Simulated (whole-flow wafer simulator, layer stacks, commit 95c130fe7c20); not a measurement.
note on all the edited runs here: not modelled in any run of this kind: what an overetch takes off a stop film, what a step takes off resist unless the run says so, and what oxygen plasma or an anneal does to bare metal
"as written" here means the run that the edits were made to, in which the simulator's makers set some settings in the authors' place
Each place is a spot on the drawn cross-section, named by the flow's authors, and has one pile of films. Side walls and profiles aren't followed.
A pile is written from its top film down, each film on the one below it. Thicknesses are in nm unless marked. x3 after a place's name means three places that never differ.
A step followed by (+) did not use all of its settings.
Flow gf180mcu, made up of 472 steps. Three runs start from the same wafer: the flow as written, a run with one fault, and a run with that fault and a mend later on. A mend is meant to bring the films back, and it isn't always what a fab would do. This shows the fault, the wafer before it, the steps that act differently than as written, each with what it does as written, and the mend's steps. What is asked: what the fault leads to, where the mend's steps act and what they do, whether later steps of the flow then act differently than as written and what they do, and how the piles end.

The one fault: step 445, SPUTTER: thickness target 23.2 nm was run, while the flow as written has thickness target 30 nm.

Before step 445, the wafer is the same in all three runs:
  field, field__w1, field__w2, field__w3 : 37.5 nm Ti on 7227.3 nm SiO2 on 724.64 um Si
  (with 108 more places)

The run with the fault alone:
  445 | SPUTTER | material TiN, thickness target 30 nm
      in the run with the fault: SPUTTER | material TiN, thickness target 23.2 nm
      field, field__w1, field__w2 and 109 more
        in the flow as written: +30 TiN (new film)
        in the run with the fault: +23.2 TiN (new film)
  Later steps of the flow acting differently than as written (5 more steps, not shown, differ only slightly: by at most 2% or 0.5 nm, whichever is larger):
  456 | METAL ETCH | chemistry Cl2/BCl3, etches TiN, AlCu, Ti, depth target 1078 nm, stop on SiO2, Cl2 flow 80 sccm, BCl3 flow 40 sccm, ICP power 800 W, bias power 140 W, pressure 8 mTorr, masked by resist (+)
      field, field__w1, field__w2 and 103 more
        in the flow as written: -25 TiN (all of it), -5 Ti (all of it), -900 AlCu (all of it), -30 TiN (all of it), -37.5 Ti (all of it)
        in the run with the fault: -25 TiN (all of it), -5 Ti (all of it), -900 AlCu (all of it), -23.2 TiN (all of it), -37.5 Ti (all of it)
  At field__w8, contact, m1, m1__w1, pad, m1_nw, the piles at the end differ from the flow's by more than 2% or 0.5 nm, whichever is larger.
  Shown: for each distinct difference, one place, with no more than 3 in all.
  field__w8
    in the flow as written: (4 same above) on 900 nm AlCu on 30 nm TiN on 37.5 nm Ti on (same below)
    in the run with the fault: (4 same above) on 900 nm AlCu on 23.2 nm TiN on 37.5 nm Ti on (same below)
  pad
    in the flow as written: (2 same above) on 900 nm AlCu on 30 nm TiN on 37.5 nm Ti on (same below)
    in the run with the fault: (2 same above) on 900 nm AlCu on 23.2 nm TiN on 37.5 nm Ti on (same below)

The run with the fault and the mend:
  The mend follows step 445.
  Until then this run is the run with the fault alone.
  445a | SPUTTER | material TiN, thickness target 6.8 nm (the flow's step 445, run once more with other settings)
      field, field__w1, field__w2 and 109 more
        +6.8 TiN
  Every later step of the flow that is run acts as written at every place that is followed.
  The piles end the same as the flow's at every place that both follow.
